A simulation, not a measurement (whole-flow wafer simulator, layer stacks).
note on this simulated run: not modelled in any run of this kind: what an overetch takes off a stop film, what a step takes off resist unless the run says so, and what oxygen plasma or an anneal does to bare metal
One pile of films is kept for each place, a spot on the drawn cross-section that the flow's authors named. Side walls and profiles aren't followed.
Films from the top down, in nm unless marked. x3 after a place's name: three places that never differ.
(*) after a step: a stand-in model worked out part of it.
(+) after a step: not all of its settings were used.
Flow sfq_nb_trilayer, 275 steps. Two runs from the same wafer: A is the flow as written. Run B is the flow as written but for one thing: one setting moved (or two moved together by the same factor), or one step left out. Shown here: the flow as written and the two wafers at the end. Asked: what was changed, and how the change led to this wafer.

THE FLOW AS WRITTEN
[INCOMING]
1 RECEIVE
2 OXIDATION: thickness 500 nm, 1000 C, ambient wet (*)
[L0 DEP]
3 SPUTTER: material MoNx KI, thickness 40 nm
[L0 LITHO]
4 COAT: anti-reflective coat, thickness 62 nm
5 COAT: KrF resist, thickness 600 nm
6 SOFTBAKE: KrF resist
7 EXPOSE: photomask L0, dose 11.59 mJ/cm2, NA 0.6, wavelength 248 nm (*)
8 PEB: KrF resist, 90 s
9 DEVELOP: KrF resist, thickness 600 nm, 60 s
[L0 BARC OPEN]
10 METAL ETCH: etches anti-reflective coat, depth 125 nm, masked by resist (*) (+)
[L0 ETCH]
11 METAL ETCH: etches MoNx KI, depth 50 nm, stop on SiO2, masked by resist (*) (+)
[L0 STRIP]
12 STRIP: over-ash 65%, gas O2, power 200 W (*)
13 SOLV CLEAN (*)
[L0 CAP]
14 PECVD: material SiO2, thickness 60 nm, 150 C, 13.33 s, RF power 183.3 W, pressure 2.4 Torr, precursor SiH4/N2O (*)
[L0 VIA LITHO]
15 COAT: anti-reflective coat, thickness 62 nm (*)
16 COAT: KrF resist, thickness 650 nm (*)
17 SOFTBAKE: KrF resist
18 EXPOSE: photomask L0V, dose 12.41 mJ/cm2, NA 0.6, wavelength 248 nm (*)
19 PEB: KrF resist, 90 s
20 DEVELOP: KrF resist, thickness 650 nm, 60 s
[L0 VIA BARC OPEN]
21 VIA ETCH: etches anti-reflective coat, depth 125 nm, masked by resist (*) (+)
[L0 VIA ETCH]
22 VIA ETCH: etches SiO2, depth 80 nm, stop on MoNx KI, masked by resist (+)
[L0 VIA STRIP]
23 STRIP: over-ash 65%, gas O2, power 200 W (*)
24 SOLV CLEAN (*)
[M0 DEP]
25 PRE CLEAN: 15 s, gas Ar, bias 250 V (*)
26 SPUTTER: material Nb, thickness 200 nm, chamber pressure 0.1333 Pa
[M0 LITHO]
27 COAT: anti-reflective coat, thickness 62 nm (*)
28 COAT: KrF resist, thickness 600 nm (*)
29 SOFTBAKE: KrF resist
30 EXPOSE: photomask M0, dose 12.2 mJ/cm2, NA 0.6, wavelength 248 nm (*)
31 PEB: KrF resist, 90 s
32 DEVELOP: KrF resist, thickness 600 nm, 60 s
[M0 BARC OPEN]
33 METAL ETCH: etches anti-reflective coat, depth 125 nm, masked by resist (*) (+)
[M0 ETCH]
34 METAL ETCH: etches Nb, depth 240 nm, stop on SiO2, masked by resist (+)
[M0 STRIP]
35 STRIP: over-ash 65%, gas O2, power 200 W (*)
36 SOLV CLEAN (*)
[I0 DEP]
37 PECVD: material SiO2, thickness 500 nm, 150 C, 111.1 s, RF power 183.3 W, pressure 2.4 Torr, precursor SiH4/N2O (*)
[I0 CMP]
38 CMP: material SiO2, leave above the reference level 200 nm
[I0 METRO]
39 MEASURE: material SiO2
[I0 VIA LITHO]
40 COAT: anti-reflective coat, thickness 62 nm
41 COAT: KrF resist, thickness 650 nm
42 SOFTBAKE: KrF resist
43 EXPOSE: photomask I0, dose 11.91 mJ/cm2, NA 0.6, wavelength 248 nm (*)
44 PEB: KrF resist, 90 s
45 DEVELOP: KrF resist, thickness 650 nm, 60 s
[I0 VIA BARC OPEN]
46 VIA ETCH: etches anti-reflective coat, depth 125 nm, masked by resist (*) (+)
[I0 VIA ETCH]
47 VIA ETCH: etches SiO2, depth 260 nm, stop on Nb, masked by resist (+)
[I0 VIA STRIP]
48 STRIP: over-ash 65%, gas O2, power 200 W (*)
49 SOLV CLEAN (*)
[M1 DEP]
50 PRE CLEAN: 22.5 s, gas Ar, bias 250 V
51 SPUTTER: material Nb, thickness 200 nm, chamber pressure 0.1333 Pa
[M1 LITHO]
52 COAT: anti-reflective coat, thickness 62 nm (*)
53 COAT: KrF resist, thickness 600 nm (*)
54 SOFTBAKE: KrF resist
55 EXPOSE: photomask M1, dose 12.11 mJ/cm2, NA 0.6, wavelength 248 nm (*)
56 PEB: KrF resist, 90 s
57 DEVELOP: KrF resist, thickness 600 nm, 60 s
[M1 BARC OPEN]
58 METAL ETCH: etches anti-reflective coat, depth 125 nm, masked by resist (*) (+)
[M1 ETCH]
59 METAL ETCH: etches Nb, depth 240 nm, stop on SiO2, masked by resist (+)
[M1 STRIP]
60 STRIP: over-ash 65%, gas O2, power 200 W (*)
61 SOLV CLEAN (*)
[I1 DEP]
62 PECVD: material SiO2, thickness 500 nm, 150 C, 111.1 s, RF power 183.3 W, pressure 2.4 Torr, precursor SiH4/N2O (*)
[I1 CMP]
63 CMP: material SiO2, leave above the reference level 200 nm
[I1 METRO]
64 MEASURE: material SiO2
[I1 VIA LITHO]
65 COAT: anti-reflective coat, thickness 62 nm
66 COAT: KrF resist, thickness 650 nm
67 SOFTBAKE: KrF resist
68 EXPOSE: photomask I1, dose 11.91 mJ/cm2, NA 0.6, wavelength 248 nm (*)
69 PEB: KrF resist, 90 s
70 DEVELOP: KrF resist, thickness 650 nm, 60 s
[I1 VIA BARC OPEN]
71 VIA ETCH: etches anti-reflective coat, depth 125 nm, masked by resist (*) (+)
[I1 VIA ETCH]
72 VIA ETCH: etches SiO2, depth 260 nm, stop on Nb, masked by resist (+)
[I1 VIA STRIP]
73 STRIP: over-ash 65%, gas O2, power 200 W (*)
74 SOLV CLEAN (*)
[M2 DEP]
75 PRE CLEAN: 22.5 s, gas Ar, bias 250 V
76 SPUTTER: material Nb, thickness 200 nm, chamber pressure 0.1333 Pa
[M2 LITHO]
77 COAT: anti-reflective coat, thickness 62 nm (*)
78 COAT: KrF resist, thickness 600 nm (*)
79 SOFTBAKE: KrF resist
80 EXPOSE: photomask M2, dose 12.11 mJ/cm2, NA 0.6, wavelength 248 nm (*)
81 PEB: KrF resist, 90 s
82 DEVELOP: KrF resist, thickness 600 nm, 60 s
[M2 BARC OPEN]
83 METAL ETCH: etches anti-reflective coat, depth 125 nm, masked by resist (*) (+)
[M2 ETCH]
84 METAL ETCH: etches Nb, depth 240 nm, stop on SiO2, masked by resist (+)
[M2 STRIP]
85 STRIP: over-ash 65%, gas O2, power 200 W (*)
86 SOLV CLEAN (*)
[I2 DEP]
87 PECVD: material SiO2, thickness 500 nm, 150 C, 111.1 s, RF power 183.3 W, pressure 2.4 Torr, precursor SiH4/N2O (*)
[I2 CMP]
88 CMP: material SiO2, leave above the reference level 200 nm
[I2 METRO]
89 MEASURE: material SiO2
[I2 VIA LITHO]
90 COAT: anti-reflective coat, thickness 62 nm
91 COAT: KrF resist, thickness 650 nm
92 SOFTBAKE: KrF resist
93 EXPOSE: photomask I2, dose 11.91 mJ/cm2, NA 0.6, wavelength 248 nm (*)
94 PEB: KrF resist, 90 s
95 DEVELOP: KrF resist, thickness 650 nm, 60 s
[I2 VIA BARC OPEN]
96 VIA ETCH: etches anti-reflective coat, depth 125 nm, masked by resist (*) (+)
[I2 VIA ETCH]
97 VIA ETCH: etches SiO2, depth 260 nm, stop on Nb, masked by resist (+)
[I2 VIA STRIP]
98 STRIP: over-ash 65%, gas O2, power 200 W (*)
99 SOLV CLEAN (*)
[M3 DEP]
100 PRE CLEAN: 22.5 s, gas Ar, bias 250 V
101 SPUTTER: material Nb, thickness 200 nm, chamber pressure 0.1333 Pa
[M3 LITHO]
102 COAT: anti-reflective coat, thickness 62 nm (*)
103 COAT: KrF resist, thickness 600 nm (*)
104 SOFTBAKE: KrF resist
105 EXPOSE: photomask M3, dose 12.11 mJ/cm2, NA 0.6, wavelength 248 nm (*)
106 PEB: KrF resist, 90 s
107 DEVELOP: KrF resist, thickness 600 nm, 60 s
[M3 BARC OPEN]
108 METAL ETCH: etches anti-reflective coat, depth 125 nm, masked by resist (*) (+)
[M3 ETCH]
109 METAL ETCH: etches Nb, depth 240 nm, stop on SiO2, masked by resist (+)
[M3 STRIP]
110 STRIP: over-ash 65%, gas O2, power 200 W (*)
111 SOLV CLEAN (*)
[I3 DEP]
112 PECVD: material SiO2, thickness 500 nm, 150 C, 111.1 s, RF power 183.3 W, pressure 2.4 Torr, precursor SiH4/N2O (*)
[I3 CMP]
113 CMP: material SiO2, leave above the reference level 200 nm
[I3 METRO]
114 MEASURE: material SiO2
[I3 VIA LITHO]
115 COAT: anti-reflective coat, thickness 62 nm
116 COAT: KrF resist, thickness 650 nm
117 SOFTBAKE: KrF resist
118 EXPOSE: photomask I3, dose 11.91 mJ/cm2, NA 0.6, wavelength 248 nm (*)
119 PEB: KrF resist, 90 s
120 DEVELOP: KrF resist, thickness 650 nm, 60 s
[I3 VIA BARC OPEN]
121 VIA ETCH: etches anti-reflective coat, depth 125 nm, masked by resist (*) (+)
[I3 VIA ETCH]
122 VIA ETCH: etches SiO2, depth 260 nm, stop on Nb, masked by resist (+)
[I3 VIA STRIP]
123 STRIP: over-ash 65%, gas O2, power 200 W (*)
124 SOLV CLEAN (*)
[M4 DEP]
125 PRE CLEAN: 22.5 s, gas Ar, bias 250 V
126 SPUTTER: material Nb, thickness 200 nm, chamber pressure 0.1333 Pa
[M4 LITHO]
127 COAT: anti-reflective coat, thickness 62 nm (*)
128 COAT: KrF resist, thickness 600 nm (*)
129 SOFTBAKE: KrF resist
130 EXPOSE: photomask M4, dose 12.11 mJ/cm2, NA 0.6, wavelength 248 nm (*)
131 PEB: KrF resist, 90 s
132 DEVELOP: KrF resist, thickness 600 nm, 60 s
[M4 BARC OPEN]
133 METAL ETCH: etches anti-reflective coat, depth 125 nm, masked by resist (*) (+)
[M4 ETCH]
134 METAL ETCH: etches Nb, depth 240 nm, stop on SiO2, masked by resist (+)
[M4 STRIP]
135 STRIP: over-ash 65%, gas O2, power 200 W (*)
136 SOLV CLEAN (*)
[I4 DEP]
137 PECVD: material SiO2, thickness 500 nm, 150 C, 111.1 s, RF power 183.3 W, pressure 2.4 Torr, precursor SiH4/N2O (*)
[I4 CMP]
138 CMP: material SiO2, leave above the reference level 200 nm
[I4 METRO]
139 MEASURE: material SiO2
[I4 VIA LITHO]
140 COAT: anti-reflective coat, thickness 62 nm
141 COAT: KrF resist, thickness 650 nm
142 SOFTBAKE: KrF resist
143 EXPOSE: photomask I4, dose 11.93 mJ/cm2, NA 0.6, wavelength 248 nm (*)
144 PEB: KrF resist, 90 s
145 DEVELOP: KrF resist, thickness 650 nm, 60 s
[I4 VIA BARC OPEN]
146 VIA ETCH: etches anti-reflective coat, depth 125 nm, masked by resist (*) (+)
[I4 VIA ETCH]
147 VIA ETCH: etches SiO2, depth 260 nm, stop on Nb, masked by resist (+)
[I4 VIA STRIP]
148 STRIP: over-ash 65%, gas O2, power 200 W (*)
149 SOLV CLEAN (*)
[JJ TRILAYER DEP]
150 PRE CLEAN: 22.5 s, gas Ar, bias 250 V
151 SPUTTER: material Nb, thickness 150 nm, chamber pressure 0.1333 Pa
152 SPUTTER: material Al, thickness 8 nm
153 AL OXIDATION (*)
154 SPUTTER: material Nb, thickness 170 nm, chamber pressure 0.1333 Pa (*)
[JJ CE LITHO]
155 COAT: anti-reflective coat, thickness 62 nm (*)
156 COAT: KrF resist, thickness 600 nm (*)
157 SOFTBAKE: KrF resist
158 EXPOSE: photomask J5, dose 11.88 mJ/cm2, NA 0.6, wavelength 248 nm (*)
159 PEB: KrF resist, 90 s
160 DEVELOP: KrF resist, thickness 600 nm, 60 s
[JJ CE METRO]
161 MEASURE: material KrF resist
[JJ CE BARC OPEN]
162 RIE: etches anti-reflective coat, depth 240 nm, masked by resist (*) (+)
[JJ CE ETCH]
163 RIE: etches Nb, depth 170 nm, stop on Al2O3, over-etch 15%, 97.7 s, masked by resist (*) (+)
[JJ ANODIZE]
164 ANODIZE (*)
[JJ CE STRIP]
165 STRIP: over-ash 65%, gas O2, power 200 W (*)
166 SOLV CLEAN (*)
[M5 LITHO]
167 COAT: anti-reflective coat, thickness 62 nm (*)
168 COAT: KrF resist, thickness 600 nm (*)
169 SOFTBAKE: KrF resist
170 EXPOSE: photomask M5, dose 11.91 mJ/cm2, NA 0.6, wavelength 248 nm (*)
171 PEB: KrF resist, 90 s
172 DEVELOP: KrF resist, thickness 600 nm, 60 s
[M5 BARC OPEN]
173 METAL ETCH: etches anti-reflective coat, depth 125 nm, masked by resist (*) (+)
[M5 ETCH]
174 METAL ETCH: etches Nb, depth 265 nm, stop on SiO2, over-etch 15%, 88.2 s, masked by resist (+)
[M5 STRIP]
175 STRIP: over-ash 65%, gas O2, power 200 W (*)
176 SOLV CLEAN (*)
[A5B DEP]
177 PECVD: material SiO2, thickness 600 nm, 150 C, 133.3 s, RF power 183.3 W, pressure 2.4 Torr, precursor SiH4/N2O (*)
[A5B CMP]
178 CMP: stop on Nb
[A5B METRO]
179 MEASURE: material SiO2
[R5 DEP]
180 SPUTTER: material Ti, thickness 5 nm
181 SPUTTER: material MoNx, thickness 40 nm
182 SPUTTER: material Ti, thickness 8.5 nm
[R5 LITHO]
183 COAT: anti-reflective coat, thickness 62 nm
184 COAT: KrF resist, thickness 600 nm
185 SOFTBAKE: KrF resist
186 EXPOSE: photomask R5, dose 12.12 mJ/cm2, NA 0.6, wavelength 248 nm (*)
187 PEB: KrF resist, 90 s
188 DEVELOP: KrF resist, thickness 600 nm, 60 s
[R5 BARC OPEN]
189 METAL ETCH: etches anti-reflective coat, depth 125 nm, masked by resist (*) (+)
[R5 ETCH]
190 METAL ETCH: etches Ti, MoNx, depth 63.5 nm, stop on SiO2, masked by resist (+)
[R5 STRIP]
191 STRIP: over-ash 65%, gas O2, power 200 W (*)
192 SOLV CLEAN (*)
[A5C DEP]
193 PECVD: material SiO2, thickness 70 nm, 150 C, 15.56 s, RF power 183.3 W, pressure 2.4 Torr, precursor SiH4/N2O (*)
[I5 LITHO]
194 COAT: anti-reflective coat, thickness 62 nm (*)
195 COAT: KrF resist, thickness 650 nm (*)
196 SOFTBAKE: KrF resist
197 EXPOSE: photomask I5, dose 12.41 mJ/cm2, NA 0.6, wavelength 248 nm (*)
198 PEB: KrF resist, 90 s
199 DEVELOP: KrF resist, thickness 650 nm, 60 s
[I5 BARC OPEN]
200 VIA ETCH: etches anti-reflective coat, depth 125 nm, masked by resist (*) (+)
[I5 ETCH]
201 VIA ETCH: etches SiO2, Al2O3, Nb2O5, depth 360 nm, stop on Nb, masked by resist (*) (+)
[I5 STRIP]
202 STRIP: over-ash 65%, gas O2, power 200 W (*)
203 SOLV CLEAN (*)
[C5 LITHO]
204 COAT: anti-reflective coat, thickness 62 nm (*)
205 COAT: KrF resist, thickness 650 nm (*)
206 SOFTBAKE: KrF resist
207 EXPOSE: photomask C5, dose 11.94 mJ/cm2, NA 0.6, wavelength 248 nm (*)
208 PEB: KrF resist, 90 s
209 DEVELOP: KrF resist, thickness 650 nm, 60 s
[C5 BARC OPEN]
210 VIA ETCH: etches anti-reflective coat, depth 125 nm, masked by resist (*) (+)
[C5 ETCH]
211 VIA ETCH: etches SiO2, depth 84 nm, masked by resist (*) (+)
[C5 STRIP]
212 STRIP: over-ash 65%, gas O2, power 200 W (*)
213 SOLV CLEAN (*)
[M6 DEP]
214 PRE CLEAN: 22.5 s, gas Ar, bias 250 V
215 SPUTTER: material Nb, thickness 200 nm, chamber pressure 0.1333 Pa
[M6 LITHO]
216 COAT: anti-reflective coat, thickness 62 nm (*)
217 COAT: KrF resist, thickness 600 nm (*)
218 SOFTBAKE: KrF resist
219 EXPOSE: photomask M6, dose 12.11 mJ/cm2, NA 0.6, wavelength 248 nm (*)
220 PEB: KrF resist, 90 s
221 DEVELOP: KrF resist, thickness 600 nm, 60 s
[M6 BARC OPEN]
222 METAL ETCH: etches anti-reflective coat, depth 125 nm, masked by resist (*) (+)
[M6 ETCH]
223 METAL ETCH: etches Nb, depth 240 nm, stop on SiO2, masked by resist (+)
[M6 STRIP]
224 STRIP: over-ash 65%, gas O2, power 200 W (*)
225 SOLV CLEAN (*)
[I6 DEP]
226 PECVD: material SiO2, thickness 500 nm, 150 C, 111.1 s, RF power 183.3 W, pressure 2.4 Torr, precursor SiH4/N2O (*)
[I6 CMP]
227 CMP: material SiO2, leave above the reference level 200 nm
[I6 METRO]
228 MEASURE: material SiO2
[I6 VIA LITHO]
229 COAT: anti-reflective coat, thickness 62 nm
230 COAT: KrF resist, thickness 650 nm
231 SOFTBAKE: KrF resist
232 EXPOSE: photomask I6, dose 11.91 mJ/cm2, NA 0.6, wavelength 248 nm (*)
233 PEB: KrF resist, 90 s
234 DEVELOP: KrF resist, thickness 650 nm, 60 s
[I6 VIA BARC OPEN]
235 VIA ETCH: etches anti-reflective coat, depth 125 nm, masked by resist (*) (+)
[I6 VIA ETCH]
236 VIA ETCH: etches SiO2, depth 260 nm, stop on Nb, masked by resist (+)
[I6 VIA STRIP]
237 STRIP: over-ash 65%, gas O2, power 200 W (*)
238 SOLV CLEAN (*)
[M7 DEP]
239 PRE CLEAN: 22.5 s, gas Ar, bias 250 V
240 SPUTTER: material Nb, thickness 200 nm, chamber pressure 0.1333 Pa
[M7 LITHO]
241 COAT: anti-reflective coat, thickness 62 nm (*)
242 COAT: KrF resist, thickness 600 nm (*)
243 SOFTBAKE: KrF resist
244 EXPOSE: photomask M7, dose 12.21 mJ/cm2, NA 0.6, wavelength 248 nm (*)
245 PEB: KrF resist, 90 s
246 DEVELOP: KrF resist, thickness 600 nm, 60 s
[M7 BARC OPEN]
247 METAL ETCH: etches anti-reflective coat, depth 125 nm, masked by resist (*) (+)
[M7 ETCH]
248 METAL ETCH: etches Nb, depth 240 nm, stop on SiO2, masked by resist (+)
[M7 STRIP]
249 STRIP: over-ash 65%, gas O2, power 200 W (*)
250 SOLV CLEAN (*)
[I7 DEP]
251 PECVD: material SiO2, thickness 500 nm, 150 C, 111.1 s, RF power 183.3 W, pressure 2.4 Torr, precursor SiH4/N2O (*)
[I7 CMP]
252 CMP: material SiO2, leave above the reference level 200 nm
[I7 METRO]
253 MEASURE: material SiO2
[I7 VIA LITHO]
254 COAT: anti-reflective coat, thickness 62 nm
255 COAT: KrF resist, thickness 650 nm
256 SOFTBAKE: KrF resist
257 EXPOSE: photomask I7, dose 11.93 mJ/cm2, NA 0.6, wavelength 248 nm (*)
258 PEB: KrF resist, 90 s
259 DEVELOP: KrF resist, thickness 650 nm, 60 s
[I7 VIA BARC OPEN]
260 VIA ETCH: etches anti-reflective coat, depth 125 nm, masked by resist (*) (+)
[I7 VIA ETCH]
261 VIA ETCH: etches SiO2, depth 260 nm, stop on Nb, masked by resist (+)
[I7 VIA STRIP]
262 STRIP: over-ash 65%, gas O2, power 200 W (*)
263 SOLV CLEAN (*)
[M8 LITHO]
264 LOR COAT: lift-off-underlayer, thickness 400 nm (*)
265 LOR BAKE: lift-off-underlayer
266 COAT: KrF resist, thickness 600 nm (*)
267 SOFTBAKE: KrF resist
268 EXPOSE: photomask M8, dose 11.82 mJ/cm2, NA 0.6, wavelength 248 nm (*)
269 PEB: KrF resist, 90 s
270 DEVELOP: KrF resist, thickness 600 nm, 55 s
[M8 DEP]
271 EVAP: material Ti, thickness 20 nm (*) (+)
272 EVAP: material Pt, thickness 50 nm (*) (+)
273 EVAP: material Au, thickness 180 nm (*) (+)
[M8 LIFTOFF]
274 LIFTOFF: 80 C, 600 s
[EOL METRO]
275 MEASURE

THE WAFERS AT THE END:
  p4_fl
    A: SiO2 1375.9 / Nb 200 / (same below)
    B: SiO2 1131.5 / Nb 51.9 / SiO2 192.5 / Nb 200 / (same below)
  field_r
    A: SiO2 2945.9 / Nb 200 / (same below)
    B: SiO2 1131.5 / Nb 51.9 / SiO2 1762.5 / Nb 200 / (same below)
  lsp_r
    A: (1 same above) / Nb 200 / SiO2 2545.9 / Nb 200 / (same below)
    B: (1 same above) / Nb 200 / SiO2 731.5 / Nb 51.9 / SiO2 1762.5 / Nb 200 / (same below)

The cause: step 174, METAL ETCH: depth 113 nm was run, where the flow has depth 265 nm; step 174, METAL ETCH: 37.5 s was run, where the flow has 88.2 s.

How the change led to this, step by step:
  174 METAL ETCH: etches Nb, depth 265 nm, stop on SiO2, over-etch 15%, 88.2 s, masked by resist (+)
      field_l, r_sur, res and 50 more: A Al2O3 -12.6 (all of it), Nb2O5 -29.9 (all of it), Nb -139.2 (all of it), SiO2 -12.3 | B Al2O3 -12.6 (all of it), Nb2O5 -29.9 (all of it), Nb -87.4
      v_sur, via_wl, via_w and 50 more: A KrF resist -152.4 | B KrF resist -65
  175 STRIP: over-ash 65%, gas O2, power 200 W (*)
      l0r_line_l, l0r_line_c, l0r_space_c and 27 more: A KrF resist -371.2 (all of it), anti-reflective coat -62 (all of it) | B KrF resist -458.6 (all of it), anti-reflective coat -62 (all of it)
      wl_j_sl, wl_j_sr: A KrF resist -378 (all of it), anti-reflective coat -83.3 (all of it) | B KrF resist -465.4 (all of it), anti-reflective coat -83.3 (all of it)
      (and at 21 more places)
  177 PECVD: material SiO2, thickness 600 nm, 150 C, 133.3 s, RF power 183.3 W, pressure 2.4 Torr, precursor SiH4/N2O (*)
      field_l, p4_fl, p4_fm and 39 more: A SiO2 +600 | B SiO2 +600 (new film)
      r_sur, res, r_end, moat, field_r, lsp_l: A SiO2 +592.9 | B SiO2 +600 (new film)
      (and at 5 more places)
  178 CMP: stop on Nb
      field_l, p4_fl, p4_fm and 39 more: A SiO2 -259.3 | B SiO2 -323.5
      r_sur, res, r_end, moat, field_r, lsp_l: A SiO2 -252.3 | B SiO2 -323.5
      (and at 5 more places)
Counting metal films that touch as one body, p4_fl has 3 bodies (between them, from the top down: SiO2 192.5; SiO2 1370); the flow as written gives 2 bodies (between them, from the top down: SiO2 1370).
Counting metal films that touch as one body, field_r has 2 bodies (between them, from the top down: SiO2 1762.5); the flow as written gives 1 body.
Counting metal films that touch as one body, lsp_r has 3 bodies (between them, from the top down: SiO2 731.5; SiO2 1762.5); the flow as written gives 2 bodies (between them, from the top down: SiO2 2545.9).
